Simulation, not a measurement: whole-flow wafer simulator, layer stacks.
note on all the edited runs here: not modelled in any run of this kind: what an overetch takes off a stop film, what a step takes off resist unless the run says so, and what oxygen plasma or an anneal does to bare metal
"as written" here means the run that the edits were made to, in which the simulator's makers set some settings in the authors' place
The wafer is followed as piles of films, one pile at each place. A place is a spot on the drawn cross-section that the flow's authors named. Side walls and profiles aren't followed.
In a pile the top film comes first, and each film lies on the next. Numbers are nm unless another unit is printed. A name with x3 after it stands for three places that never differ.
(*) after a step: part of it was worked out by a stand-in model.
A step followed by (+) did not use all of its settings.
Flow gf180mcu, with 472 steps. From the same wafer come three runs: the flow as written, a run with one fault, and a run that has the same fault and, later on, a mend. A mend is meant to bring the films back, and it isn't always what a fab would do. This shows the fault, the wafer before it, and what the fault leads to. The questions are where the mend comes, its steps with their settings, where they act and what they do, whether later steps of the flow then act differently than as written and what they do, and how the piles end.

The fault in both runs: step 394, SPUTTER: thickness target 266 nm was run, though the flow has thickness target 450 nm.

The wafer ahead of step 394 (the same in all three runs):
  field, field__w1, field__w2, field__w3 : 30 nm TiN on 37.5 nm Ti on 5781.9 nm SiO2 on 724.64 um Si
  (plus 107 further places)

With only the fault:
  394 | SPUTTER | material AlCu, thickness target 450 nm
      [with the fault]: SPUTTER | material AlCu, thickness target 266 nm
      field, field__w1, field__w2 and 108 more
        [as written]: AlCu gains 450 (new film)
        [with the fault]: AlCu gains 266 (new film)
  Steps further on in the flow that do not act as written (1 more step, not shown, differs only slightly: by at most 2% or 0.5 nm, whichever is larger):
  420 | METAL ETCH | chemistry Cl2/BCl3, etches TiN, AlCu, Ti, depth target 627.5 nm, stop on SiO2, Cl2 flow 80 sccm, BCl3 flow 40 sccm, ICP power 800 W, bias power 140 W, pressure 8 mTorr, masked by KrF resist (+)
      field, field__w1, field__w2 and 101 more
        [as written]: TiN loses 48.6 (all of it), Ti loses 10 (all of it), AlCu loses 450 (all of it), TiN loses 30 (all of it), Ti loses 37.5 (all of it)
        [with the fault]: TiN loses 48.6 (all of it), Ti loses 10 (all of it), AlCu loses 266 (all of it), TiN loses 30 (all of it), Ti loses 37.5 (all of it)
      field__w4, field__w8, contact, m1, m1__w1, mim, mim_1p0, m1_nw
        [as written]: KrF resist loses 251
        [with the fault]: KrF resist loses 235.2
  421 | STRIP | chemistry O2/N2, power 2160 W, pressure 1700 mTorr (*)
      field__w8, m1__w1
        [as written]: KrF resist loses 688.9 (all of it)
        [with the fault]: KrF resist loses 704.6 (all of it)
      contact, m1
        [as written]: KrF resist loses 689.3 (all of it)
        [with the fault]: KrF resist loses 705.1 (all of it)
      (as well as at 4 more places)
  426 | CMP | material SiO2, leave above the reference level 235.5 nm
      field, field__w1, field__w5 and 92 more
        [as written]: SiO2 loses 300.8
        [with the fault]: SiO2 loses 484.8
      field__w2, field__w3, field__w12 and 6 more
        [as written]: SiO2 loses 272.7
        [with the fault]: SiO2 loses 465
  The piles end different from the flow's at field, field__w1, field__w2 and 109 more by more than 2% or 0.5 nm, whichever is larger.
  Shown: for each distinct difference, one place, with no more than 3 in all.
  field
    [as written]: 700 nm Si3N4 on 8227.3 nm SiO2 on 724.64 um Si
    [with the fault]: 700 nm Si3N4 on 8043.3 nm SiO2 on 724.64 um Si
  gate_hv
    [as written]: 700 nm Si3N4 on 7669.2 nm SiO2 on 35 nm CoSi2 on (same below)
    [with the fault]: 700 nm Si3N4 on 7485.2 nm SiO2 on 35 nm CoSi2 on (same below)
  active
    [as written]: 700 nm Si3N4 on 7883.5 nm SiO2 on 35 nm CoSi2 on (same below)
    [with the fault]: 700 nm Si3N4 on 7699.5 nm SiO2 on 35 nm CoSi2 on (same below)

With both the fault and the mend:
  The mend follows step 394.
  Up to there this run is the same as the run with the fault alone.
  394a | SPUTTER | material AlCu, thickness target 184 nm (a further turn of the flow's step 394, with different settings)
      field, field__w1, field__w2 and 108 more
        AlCu gains 184
  None of the later steps of the flow acts differently than as written at any place that is followed.
  The piles end the same as the flow's at every place that both follow.
